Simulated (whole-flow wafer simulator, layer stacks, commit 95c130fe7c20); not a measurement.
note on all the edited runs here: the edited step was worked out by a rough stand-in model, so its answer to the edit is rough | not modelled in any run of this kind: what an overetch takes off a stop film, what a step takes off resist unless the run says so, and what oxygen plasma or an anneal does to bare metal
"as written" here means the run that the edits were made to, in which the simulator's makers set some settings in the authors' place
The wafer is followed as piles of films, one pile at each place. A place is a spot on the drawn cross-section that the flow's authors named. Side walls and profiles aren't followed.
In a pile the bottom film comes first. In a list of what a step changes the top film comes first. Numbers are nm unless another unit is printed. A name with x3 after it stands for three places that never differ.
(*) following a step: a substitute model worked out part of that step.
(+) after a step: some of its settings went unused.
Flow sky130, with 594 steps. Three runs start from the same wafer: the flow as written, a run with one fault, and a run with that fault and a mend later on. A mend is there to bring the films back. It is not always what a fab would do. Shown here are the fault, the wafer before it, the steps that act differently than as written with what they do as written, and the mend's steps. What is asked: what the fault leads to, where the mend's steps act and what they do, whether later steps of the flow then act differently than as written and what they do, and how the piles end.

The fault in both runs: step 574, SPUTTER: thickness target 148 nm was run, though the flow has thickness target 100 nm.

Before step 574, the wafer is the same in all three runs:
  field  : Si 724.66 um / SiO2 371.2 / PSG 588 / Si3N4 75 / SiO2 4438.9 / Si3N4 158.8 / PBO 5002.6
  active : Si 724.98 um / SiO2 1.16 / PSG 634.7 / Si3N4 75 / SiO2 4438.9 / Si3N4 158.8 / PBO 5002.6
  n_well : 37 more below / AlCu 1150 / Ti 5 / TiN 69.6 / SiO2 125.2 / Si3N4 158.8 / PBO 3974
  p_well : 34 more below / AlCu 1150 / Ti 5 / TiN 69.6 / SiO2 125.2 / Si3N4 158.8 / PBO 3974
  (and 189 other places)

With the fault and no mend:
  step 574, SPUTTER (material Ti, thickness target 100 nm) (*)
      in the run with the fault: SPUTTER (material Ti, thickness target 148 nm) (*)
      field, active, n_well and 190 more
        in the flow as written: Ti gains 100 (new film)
        in the run with the fault: Ti gains 148 (new film)
  Later steps of the flow acting differently than as written (not shown: 7 more steps that differ only slightly, by at most 2% or 0.5 nm, whichever is larger):
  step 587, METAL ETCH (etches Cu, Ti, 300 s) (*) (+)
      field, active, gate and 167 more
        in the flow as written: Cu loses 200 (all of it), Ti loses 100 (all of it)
        in the run with the fault: Cu loses 200 (all of it), Ti loses 148 (all of it)
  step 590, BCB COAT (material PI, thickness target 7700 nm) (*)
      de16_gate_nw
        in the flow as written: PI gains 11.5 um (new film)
        in the run with the fault: PI gains 11.55 um (new film)
  By the end, the piles at n_well, p_well, sd_n and 20 more depart from the flow's by more than 2% or 0.5 nm, whichever is larger.
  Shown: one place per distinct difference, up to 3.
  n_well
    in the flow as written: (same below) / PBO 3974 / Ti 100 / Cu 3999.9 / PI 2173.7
    in the run with the fault: (same below) / PBO 3974 / Ti 148 / Cu 3999.9 / PI 2142.5
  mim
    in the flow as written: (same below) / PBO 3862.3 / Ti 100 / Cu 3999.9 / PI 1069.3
    in the run with the fault: (same below) / PBO 3862.3 / Ti 148 / Cu 3999.9 / PI 1024.4
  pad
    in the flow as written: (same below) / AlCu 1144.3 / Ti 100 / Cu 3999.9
    in the run with the fault: (same below) / AlCu 1144.3 / Ti 148 / Cu 3999.9

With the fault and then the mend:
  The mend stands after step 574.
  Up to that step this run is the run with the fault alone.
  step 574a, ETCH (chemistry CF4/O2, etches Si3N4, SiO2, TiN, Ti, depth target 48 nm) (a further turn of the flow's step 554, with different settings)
      field, active, n_well and 190 more
        Ti loses 48
  None of the later steps of the flow differs from how it acts as written, at any place that is followed, by more than 2% or 0.5 nm, whichever is larger.
  At every place that both follow, the piles at the end match the flow's.
